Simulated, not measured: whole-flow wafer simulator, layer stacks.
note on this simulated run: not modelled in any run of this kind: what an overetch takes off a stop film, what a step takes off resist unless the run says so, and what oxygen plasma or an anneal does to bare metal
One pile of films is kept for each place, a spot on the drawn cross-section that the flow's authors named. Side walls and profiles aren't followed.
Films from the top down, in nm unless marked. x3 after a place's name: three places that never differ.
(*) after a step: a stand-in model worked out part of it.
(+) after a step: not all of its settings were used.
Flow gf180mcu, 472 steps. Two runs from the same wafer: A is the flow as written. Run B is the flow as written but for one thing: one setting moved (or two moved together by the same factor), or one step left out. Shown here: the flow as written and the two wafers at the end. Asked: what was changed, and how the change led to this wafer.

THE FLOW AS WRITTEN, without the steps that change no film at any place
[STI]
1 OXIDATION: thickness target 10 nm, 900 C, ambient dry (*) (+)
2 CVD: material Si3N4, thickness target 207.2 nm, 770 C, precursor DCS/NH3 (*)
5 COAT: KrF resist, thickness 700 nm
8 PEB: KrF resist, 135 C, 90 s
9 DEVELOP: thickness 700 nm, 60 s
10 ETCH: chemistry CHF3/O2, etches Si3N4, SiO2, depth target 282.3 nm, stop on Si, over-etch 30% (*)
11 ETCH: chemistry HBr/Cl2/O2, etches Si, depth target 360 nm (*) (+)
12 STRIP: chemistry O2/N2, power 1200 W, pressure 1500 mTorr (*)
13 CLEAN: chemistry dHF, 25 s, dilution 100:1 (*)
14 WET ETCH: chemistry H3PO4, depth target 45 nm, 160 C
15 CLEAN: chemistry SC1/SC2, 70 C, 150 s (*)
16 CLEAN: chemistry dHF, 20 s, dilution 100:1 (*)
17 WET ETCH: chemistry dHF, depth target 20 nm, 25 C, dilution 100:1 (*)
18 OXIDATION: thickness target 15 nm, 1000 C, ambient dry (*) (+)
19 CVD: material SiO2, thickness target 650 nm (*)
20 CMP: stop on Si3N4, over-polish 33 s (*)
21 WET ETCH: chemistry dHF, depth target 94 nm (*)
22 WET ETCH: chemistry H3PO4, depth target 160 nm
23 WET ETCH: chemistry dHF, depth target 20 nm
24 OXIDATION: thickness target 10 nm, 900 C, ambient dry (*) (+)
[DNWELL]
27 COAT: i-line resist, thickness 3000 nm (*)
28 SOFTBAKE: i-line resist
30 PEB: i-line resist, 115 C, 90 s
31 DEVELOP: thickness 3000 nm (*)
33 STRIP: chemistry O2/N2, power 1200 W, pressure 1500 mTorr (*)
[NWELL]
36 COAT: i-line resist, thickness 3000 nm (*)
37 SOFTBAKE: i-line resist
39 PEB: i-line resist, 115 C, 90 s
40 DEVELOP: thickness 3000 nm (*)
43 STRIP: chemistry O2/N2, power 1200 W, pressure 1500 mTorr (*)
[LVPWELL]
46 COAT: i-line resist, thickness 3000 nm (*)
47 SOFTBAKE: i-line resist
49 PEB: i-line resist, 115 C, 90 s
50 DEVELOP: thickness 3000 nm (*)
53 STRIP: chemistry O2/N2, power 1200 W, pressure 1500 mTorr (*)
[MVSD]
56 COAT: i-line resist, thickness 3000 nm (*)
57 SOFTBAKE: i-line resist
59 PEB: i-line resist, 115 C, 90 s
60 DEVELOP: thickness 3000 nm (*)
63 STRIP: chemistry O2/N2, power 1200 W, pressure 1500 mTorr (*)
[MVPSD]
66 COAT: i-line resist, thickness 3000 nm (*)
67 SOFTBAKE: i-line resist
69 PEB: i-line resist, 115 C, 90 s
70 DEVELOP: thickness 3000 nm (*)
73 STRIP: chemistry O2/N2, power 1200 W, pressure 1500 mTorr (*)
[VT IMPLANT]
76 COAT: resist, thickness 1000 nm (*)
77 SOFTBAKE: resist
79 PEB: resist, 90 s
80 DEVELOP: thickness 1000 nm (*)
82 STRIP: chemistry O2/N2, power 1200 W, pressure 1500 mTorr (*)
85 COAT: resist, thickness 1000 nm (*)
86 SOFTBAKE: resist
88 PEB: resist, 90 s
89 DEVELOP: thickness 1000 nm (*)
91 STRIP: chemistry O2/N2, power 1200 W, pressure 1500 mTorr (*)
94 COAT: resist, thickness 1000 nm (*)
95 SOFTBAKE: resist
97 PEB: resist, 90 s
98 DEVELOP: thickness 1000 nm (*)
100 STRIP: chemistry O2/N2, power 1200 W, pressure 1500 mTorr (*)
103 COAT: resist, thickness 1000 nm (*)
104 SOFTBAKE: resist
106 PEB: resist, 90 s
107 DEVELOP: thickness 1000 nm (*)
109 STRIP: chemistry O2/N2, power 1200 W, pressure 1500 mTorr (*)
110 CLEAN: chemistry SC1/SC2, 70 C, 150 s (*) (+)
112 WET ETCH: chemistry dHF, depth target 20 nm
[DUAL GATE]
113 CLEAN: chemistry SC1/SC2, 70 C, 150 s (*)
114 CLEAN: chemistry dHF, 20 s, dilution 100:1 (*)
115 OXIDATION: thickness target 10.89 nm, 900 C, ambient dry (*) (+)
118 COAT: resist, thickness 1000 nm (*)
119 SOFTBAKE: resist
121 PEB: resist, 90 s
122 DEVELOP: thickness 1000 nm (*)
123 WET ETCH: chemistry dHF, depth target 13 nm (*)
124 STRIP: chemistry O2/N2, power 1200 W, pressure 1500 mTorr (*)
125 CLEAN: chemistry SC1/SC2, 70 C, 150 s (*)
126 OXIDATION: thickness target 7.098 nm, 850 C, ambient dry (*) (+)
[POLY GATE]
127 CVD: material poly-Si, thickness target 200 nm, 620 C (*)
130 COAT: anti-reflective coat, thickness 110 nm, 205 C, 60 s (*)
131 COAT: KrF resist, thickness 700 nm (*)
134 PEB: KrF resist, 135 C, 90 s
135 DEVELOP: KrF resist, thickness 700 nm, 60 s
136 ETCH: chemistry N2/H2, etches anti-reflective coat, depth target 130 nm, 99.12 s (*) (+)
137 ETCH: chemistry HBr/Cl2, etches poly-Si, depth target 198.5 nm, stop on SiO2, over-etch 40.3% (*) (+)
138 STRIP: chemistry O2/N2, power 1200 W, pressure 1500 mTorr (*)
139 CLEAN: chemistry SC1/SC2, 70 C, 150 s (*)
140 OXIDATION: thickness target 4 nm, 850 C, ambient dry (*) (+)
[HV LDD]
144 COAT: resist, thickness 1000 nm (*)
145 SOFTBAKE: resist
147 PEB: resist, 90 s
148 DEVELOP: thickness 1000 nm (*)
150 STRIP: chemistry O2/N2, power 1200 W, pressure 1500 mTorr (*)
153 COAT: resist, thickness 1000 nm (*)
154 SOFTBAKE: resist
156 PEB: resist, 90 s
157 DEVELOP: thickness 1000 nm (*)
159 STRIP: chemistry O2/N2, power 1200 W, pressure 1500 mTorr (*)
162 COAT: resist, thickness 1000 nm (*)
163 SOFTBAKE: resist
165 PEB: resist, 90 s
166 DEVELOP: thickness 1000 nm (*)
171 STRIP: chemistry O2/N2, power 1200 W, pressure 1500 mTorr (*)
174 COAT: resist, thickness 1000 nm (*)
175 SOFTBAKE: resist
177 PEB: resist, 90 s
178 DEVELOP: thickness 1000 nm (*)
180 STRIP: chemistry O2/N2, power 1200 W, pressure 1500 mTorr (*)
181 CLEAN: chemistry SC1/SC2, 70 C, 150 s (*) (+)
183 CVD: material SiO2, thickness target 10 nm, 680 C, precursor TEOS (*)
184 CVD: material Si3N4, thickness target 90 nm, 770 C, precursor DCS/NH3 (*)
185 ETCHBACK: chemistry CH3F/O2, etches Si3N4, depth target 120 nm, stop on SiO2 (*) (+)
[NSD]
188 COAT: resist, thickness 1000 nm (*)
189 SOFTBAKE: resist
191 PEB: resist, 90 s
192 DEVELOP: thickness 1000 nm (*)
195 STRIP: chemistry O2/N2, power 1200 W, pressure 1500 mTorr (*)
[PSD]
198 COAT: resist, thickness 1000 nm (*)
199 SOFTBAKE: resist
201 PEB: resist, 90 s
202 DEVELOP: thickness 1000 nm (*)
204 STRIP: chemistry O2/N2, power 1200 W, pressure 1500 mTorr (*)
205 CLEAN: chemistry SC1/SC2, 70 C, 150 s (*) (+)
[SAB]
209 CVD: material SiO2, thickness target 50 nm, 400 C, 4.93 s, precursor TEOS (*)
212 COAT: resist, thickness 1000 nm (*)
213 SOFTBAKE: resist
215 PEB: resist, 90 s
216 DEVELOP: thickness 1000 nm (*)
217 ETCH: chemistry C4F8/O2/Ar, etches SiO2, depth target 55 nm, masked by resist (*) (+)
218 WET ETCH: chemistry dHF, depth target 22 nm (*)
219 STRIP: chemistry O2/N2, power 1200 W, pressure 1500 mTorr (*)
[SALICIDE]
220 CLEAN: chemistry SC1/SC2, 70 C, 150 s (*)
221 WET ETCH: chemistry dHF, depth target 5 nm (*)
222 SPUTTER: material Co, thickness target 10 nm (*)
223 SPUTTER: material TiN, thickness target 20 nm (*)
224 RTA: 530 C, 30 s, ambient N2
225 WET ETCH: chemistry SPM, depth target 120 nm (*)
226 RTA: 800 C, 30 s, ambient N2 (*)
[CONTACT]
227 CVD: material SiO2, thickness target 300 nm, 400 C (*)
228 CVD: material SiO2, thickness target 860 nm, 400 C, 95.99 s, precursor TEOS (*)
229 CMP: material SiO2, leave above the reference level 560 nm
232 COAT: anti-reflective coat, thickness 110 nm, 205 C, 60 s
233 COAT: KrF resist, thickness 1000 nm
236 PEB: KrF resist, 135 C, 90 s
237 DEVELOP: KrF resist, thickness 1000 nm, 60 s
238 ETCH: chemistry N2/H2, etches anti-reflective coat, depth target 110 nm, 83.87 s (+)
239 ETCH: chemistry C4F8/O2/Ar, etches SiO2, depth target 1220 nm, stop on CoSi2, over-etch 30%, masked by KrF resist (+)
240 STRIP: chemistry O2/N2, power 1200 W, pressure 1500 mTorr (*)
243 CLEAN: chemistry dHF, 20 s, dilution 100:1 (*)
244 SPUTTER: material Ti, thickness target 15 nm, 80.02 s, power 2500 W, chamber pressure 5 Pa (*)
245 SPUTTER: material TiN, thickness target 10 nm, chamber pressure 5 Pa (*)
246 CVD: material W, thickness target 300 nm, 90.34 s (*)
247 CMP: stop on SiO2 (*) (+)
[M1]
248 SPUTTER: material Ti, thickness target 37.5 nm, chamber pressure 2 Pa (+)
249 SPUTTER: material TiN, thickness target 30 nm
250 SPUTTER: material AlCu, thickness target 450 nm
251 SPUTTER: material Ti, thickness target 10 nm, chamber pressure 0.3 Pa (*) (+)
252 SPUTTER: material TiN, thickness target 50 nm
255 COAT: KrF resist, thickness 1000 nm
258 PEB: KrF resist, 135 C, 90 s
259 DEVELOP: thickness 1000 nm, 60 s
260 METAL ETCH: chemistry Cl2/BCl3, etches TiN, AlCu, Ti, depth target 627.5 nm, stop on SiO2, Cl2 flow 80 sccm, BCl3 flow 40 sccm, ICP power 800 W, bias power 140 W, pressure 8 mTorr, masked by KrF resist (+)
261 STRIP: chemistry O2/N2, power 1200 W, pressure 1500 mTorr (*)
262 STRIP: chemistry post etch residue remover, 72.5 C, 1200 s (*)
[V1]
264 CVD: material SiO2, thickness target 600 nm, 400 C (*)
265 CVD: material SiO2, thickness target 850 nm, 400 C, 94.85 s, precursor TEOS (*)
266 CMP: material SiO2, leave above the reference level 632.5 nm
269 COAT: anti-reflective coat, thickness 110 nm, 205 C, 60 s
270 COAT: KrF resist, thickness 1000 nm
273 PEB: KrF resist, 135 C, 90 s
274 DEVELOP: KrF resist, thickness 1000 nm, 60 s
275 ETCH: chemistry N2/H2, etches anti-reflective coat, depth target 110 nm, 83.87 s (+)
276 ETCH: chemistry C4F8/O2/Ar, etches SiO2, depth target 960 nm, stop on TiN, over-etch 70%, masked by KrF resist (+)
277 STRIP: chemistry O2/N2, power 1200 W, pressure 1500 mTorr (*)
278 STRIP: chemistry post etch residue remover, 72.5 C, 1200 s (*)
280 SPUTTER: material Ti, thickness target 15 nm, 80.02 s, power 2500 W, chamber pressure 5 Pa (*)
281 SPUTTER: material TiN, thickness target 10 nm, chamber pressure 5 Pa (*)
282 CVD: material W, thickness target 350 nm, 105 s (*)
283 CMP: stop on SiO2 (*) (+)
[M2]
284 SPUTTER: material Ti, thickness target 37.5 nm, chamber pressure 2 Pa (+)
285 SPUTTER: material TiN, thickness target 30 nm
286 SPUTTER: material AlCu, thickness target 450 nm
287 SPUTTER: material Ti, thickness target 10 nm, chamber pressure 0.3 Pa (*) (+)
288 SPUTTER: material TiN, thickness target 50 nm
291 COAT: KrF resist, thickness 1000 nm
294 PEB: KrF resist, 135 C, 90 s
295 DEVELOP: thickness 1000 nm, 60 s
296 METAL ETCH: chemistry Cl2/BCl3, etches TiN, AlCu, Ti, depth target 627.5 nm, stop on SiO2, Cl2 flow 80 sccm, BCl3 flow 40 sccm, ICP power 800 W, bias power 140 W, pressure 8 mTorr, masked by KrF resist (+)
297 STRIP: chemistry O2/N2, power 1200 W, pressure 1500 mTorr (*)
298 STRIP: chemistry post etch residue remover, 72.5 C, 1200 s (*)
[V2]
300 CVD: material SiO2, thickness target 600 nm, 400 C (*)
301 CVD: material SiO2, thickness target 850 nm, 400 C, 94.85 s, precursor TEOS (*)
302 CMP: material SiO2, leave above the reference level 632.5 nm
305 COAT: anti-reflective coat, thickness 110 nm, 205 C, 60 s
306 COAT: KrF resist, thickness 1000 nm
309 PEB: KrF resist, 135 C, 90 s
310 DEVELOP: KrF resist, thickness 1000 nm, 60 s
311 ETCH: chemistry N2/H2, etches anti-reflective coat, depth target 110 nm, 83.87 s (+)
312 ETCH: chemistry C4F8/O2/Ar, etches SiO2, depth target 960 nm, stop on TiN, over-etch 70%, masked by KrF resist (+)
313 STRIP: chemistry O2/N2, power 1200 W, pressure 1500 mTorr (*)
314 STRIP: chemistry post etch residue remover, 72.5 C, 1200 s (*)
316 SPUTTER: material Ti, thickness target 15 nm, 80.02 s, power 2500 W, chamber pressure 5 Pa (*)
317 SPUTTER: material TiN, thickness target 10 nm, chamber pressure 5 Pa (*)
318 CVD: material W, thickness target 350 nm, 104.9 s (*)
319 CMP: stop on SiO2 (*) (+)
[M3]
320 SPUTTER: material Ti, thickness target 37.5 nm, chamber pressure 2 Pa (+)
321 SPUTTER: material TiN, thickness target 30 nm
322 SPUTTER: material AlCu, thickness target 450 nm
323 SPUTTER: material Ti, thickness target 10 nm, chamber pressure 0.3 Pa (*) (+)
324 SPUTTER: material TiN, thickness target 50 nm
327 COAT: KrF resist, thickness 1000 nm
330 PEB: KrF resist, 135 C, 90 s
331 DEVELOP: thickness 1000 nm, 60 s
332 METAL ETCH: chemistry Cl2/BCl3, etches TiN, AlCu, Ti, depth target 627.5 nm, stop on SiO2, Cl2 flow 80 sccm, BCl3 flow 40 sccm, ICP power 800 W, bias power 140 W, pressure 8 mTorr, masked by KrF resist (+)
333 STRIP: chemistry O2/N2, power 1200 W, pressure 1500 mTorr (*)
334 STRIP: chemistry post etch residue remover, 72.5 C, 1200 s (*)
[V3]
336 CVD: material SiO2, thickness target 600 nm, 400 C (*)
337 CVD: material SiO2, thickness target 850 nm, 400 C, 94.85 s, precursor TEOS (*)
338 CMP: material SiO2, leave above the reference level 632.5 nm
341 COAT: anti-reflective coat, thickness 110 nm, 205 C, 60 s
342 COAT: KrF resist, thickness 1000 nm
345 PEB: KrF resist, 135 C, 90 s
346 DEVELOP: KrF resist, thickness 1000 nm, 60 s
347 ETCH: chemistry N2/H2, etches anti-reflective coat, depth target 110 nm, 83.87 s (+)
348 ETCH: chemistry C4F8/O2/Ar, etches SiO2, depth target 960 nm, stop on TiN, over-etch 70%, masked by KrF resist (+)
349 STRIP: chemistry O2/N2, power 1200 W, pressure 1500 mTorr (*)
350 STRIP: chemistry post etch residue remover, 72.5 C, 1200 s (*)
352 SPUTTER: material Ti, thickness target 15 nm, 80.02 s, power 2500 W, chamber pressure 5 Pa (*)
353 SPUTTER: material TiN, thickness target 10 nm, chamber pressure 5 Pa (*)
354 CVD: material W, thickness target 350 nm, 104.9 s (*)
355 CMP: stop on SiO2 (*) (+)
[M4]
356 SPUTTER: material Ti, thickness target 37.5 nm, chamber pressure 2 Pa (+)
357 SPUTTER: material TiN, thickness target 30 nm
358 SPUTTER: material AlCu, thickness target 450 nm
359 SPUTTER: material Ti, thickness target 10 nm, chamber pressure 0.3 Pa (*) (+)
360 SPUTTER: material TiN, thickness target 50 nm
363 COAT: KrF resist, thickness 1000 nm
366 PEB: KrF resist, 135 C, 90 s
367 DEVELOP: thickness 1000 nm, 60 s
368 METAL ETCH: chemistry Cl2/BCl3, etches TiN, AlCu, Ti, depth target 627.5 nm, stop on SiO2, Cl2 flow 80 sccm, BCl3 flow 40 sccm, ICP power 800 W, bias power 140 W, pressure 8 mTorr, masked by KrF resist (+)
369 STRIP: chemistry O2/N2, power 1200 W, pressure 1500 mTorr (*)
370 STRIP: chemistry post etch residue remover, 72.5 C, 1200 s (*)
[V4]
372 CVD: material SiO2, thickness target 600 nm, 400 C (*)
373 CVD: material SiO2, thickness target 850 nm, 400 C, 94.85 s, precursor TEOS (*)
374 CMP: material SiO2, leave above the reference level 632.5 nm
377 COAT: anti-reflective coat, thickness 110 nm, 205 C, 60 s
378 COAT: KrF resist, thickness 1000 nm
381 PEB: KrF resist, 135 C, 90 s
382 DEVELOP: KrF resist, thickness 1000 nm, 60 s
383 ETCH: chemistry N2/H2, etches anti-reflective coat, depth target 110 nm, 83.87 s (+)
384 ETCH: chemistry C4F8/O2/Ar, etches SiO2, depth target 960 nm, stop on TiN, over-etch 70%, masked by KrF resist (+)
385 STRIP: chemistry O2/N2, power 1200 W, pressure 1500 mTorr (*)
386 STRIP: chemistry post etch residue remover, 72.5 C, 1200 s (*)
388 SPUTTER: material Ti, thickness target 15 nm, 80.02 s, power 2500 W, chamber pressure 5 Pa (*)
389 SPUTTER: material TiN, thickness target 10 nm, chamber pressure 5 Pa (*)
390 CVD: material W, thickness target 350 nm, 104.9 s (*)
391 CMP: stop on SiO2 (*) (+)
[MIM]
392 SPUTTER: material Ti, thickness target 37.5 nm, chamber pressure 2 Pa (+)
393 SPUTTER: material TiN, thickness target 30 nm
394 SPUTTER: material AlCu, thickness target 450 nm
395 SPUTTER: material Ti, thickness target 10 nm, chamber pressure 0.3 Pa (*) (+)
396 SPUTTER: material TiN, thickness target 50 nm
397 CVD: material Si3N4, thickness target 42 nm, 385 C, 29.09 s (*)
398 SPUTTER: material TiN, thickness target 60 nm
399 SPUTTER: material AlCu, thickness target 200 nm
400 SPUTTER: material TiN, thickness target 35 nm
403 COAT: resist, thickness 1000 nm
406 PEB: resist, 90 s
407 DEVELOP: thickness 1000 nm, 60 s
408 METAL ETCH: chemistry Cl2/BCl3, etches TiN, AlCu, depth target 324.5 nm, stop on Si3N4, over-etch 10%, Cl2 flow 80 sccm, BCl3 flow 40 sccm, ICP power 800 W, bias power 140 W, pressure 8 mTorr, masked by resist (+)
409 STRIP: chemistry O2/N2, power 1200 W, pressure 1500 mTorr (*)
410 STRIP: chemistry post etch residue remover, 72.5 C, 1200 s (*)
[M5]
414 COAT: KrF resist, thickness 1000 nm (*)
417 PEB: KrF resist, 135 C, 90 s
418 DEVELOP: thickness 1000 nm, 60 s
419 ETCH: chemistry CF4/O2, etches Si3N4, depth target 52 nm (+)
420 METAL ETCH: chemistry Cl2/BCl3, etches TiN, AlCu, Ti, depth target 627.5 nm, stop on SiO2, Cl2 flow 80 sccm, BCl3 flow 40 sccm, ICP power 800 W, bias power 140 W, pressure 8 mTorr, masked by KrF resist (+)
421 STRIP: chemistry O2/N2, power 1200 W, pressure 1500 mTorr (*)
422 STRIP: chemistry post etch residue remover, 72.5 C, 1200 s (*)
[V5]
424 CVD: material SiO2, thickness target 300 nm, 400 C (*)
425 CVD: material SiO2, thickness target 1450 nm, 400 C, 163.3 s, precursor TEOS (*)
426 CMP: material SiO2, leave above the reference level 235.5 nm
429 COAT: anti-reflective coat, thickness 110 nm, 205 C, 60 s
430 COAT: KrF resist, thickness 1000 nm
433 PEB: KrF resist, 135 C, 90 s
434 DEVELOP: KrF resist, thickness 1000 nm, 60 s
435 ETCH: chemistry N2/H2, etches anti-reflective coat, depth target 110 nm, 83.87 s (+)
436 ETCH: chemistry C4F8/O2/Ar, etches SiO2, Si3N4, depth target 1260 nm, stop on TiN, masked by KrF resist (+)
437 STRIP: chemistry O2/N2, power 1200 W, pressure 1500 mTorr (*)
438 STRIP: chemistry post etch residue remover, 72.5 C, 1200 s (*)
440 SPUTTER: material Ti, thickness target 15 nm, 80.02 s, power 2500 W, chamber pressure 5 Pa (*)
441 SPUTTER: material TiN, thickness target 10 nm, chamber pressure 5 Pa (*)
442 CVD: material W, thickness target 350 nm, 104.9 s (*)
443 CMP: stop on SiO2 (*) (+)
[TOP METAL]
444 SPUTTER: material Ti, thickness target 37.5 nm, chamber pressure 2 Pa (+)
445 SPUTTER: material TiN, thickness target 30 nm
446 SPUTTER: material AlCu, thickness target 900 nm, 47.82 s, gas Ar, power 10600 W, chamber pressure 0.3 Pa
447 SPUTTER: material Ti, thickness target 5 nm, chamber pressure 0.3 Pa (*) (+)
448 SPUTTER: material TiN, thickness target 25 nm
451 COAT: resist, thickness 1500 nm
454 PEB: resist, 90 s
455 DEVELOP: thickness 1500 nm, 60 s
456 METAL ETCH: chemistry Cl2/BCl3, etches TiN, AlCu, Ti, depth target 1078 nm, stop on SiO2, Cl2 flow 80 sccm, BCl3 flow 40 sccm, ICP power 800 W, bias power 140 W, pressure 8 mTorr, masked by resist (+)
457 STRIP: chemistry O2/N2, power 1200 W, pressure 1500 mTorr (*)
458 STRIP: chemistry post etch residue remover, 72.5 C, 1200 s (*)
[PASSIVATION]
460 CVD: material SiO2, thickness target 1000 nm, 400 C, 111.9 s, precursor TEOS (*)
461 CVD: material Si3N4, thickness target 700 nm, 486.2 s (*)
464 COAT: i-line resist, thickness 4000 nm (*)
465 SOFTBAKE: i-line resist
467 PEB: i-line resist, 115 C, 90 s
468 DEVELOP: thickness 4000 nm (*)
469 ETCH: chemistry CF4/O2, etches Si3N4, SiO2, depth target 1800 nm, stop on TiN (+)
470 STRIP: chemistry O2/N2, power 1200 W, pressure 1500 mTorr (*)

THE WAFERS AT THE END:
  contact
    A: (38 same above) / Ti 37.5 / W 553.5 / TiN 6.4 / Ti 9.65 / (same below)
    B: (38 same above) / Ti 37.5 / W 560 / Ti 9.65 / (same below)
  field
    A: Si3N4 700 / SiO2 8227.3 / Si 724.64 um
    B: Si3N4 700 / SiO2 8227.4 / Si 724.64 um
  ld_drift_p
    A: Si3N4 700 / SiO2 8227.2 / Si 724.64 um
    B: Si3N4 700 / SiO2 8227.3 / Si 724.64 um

The cause: step 281, SPUTTER: material TiN, thickness target 10 nm, chamber pressure 5 Pa (*), was left out.

How the change led to this, step by step:
  283 CMP: stop on SiO2 (*) (+)
      field, field__w1, field__w2 and 107 more: A W -350 (all of it), TiN -10 (all of it), Ti -15 (all of it), SiO2 -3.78 | B W -350 (all of it), Ti -15 (all of it), SiO2 -3.68
      contact: A W -378.8 | B W -368.7
